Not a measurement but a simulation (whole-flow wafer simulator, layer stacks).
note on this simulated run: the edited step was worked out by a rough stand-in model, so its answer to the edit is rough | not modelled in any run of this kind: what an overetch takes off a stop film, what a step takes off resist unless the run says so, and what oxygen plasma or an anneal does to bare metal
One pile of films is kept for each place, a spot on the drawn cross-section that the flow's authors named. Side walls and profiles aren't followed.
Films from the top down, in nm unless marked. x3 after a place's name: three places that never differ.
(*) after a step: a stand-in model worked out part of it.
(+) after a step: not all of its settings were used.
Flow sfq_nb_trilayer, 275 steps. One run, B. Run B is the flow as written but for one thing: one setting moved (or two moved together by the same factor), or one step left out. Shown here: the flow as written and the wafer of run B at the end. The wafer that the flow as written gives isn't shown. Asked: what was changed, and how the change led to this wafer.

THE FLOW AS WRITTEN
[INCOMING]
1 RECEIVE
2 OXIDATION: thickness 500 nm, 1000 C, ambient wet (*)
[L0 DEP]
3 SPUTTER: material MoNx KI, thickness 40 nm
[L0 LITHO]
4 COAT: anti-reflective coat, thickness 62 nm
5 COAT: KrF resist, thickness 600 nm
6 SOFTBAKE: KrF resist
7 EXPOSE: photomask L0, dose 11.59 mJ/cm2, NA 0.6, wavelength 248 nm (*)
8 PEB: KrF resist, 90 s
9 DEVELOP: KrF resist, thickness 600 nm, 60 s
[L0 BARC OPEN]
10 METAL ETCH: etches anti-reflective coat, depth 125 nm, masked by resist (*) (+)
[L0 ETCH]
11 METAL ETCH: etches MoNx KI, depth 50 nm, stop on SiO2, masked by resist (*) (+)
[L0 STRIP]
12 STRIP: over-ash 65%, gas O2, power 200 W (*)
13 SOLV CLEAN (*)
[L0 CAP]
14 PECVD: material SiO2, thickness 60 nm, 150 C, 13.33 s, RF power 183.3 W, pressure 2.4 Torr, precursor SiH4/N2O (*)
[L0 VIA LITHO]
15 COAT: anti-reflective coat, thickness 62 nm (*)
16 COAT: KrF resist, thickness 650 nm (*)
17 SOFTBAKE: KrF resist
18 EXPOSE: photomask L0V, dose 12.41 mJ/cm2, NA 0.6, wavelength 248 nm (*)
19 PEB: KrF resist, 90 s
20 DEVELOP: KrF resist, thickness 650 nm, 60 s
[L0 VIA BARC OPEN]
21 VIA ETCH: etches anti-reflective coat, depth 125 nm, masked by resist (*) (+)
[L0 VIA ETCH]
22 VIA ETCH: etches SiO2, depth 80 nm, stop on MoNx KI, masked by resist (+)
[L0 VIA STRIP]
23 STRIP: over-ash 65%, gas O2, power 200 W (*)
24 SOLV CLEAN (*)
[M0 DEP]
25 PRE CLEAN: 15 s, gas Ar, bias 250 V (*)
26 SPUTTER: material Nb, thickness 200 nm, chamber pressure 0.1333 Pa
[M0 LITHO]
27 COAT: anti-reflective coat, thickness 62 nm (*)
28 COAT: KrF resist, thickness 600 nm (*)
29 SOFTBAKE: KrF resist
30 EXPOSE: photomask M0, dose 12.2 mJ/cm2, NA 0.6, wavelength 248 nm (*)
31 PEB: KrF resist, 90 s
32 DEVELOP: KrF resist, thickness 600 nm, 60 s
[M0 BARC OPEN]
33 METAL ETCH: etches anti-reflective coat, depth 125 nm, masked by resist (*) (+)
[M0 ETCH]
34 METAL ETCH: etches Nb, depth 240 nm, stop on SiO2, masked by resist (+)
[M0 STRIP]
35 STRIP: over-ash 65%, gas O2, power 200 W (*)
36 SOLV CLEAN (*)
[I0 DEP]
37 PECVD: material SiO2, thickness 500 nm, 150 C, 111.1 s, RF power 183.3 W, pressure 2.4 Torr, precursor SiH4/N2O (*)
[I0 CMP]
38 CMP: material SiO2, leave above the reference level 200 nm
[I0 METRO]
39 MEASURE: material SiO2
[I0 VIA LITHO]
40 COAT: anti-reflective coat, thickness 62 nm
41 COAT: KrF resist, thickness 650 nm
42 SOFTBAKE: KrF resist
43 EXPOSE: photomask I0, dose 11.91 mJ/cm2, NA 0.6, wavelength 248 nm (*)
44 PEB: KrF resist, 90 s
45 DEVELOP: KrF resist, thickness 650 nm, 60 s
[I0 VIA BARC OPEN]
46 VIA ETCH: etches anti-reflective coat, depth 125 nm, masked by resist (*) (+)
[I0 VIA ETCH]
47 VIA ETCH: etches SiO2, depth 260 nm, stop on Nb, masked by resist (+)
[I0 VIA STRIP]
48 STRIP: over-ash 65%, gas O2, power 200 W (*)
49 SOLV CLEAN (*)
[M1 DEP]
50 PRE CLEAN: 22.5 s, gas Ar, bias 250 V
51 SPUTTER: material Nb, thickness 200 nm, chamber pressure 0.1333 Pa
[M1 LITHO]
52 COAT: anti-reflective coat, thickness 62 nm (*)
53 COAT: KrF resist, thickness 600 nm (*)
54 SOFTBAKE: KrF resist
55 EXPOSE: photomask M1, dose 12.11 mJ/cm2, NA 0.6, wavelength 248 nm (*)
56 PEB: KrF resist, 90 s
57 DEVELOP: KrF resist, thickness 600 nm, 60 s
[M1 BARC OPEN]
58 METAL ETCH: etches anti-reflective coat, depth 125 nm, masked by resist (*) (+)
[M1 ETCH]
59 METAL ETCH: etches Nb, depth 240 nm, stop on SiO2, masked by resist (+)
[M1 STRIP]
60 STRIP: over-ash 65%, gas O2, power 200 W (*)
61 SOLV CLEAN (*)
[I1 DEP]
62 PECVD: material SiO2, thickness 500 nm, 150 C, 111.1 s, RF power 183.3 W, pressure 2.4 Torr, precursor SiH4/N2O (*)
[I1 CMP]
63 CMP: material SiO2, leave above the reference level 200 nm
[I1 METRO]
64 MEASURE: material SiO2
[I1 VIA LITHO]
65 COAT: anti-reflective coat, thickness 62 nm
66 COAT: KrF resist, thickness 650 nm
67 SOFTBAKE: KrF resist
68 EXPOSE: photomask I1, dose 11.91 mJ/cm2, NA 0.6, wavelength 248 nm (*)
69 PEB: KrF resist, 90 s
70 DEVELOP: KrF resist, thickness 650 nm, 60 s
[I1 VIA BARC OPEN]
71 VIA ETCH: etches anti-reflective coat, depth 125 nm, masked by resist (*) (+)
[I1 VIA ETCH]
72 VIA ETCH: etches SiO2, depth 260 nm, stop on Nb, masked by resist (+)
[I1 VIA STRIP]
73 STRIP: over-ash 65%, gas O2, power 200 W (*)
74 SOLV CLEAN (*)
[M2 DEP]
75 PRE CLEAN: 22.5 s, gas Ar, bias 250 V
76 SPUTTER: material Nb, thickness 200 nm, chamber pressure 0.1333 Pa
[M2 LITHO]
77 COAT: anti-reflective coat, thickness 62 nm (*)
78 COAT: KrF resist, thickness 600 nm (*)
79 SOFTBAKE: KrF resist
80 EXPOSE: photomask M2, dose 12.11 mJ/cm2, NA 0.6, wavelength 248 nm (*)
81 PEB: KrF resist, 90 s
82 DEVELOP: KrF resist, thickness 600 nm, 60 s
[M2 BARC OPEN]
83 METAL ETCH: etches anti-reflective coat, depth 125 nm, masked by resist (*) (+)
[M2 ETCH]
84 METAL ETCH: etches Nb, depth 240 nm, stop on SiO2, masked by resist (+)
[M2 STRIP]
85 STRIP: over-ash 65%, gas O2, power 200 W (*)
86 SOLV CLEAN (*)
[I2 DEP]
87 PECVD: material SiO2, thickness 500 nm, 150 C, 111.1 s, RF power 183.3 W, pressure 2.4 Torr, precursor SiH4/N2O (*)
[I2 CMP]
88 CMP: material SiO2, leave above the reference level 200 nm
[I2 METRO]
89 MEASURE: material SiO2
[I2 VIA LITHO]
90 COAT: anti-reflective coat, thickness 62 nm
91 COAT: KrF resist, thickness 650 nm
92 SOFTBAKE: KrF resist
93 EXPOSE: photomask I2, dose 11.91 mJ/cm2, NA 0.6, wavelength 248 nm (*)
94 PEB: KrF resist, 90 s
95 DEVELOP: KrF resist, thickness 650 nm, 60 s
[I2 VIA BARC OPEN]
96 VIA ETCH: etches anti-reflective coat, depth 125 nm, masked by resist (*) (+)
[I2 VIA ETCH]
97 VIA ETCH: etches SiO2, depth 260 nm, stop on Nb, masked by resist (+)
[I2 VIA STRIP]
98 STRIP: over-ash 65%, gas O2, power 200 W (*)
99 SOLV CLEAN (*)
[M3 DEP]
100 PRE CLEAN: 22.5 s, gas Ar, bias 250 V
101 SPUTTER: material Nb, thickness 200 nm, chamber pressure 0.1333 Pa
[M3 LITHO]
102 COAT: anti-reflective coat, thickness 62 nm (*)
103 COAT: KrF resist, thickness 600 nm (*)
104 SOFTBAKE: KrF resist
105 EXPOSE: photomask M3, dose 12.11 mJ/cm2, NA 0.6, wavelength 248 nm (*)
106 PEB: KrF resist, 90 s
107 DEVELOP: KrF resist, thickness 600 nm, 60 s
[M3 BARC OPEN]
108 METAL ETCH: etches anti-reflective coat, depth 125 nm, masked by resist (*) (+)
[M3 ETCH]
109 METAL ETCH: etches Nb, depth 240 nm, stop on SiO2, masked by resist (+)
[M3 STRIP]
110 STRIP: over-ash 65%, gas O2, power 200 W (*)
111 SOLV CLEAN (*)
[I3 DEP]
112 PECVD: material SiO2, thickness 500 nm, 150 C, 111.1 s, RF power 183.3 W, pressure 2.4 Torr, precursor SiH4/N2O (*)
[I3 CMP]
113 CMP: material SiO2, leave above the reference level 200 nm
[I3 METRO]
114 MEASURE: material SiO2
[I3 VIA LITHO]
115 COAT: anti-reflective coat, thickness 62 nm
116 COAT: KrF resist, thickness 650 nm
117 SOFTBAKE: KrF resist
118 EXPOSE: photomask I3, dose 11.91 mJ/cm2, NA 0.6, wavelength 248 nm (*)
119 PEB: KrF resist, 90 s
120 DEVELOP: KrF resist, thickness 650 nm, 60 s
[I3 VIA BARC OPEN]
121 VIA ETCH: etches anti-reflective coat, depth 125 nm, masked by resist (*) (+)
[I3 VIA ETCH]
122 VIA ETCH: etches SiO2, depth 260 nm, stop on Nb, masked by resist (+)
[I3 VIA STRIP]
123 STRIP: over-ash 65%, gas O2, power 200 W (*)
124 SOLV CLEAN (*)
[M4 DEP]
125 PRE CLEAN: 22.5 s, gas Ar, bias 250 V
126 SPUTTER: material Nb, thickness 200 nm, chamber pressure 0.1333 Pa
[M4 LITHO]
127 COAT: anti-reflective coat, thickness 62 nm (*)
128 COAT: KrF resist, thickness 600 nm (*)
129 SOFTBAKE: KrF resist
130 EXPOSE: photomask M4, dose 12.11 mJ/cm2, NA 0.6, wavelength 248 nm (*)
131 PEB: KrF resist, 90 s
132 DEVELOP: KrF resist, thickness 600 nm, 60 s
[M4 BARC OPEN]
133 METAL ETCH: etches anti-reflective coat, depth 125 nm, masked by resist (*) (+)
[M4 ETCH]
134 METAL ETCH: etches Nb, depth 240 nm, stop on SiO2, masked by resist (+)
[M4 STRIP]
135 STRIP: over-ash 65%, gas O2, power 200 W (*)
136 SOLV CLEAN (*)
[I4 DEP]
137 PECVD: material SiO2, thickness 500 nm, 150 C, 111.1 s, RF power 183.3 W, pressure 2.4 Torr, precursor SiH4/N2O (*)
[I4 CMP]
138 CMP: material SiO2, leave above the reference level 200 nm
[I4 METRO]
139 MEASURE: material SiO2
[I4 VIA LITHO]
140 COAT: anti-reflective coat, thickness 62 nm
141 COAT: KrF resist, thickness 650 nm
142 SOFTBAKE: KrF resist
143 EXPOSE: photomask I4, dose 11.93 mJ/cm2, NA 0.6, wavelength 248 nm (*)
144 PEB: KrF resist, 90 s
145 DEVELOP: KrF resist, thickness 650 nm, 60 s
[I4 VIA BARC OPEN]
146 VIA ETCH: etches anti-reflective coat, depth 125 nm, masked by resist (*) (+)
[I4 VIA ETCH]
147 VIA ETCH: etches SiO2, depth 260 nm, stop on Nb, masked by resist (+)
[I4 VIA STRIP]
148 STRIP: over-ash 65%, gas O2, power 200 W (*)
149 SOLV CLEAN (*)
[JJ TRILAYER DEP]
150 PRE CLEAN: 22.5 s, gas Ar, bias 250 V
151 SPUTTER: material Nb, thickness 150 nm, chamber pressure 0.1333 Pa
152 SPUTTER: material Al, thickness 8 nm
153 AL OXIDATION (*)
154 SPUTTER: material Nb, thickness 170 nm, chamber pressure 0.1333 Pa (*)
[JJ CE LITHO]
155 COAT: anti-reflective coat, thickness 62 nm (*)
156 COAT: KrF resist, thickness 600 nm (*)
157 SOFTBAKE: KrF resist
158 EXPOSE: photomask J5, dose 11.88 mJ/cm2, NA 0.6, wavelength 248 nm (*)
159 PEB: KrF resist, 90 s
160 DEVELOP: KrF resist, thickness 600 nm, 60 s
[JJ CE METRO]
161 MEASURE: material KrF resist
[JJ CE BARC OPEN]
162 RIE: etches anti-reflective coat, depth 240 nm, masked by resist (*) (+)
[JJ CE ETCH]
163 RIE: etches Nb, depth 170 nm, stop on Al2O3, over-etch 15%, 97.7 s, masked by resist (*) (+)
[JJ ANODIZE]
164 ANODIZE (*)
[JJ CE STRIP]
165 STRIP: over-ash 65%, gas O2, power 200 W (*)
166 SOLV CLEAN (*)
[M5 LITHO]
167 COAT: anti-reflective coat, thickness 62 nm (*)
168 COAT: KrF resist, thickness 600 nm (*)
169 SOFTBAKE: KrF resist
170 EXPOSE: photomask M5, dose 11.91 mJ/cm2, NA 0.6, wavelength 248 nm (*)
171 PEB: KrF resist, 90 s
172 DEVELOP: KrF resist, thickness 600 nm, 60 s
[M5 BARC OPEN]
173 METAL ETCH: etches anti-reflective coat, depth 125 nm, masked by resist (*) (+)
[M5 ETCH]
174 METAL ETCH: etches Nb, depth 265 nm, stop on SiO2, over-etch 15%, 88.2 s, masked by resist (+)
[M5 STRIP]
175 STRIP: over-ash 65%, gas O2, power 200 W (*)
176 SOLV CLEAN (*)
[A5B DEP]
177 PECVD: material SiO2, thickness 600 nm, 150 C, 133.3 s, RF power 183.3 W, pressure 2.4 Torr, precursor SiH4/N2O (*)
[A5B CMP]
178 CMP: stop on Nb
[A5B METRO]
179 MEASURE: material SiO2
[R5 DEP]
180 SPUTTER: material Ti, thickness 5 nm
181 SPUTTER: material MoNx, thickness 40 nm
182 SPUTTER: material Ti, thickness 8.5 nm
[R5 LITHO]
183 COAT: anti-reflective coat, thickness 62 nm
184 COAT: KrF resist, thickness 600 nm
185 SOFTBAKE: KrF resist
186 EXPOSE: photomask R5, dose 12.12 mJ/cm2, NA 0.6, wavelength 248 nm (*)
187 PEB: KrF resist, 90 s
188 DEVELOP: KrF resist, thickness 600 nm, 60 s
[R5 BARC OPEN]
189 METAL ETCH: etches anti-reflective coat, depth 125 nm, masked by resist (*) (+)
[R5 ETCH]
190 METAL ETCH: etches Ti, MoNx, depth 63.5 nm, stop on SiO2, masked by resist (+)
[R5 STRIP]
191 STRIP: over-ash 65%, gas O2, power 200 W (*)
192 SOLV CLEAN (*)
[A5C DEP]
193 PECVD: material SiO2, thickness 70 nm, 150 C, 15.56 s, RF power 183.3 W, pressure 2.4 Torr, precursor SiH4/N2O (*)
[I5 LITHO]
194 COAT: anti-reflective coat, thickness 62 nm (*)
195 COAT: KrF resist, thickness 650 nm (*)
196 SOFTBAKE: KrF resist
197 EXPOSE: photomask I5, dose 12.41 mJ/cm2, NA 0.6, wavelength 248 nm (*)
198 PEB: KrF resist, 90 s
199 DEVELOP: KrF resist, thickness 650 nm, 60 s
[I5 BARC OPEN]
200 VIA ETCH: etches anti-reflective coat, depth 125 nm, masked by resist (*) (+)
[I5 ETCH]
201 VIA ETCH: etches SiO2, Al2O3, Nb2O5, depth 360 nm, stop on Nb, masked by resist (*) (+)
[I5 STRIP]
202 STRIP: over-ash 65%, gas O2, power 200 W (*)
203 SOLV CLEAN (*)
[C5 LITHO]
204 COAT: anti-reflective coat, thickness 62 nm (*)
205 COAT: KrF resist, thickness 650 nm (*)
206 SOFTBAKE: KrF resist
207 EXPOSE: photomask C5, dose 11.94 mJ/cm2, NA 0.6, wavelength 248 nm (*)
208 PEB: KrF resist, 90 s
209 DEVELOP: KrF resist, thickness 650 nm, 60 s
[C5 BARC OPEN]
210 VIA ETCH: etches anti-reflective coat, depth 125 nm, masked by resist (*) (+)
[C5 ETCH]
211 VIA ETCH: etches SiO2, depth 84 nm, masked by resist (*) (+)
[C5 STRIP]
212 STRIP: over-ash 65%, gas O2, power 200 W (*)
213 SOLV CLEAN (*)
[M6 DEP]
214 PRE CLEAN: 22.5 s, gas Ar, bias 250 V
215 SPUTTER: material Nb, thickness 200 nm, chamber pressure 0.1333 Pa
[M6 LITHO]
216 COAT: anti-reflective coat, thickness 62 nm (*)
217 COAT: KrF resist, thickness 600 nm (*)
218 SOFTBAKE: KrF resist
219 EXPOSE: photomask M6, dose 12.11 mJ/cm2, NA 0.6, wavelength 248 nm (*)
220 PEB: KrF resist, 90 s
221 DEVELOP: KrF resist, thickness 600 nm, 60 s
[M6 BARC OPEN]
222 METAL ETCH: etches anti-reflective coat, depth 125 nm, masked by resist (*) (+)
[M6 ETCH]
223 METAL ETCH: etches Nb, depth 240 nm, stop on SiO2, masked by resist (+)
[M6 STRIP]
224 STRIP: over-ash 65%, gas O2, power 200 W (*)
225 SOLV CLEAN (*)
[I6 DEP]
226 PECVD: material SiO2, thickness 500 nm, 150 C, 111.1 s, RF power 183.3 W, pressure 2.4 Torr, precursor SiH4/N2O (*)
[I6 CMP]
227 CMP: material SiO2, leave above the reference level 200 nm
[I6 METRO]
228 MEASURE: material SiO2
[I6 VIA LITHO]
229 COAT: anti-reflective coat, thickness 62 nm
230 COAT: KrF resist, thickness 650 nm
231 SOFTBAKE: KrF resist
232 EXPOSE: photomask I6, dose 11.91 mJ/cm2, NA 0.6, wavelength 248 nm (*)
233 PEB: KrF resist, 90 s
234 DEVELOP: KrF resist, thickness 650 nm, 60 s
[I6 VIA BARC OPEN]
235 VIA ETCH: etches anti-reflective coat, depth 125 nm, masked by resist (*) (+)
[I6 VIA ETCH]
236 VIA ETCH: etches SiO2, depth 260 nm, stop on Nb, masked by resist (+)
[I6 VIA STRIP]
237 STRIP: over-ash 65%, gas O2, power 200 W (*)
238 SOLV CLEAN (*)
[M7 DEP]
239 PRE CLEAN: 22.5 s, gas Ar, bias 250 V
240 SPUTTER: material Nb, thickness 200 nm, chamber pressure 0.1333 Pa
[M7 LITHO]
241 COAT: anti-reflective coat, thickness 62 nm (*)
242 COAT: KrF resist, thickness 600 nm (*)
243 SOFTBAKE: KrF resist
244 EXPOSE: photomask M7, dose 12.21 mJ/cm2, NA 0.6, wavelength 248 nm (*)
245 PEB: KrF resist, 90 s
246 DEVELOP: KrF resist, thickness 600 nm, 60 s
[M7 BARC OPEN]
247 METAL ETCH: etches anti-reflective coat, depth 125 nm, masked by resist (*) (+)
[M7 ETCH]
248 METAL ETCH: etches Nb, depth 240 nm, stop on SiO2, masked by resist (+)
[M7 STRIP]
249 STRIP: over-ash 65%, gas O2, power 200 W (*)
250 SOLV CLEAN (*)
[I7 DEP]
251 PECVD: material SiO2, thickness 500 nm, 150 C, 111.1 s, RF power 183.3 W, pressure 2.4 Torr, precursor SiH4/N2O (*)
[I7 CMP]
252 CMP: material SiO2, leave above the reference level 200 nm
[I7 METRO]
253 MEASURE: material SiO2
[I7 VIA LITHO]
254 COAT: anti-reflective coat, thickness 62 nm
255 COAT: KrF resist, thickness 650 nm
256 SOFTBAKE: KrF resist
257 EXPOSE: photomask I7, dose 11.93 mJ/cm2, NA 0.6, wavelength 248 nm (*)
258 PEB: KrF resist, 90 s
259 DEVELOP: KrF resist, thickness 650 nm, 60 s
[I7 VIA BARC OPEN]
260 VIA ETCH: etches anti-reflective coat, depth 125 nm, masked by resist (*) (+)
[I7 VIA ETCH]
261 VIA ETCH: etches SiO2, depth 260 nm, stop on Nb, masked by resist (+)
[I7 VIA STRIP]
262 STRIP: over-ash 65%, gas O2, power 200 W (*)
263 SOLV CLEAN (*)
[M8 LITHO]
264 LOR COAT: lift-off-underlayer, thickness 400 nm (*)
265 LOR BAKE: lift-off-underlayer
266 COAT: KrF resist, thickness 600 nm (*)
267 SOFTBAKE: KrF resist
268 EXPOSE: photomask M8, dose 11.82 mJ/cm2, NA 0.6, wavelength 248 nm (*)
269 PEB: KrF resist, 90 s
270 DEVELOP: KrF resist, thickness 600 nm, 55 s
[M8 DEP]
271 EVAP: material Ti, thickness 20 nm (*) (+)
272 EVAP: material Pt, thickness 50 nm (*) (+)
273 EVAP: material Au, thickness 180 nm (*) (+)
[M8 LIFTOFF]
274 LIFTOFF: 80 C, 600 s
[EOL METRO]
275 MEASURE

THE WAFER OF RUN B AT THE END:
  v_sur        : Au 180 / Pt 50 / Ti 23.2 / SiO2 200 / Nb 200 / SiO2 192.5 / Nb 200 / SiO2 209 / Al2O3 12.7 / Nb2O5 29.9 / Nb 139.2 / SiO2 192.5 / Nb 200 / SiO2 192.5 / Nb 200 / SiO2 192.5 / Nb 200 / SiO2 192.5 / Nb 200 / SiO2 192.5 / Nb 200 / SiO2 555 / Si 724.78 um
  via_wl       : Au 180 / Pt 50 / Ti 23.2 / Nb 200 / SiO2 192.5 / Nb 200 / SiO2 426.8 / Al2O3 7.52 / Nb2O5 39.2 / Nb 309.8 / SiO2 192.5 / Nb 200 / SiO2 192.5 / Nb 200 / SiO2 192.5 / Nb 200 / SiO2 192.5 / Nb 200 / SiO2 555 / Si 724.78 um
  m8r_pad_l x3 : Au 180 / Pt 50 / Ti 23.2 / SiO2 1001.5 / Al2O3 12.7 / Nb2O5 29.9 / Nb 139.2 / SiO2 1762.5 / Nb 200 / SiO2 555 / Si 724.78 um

The cause: step 271, EVAP: thickness 23.2 nm was run, where the flow has thickness 20 nm.
It can be read off the wafer: v_sur has Ti 23.2, and step 271 as written asks for 20 nm.

How the change led to this, step by step:
  271 EVAP: material Ti, thickness 20 nm (*) (+)
      field_l, v_sur, via_wl and 103 more: Ti +23.2 (new film) (as written it would be: Ti +20 (new film))
  274 LIFTOFF: 80 C, 600 s
      p4_fl x3, p4_w1 x9, p4_g1 x2 and 60 more: Au -180 (all of it), Pt -50 (all of it), Ti -23.2 (all of it), KrF resist -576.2 (all of it), lift-off-underlayer -400 (all of it) (as written it would be: Au -180 (all of it), Pt -50 (all of it), Ti -20 (all of it), KrF resist -576.2 (all of it), lift-off-underlayer -400 (all of it))
      c5j, ce_r: Au -180 (all of it), Pt -50 (all of it), Ti -23.2 (all of it), KrF resist -573.3 (all of it), lift-off-underlayer -399.3 (all of it) (as written it would be: Au -180 (all of it), Pt -50 (all of it), Ti -20 (all of it), KrF resist -573.3 (all of it), lift-off-underlayer -399.3 (all of it))
      (and at 19 more places)
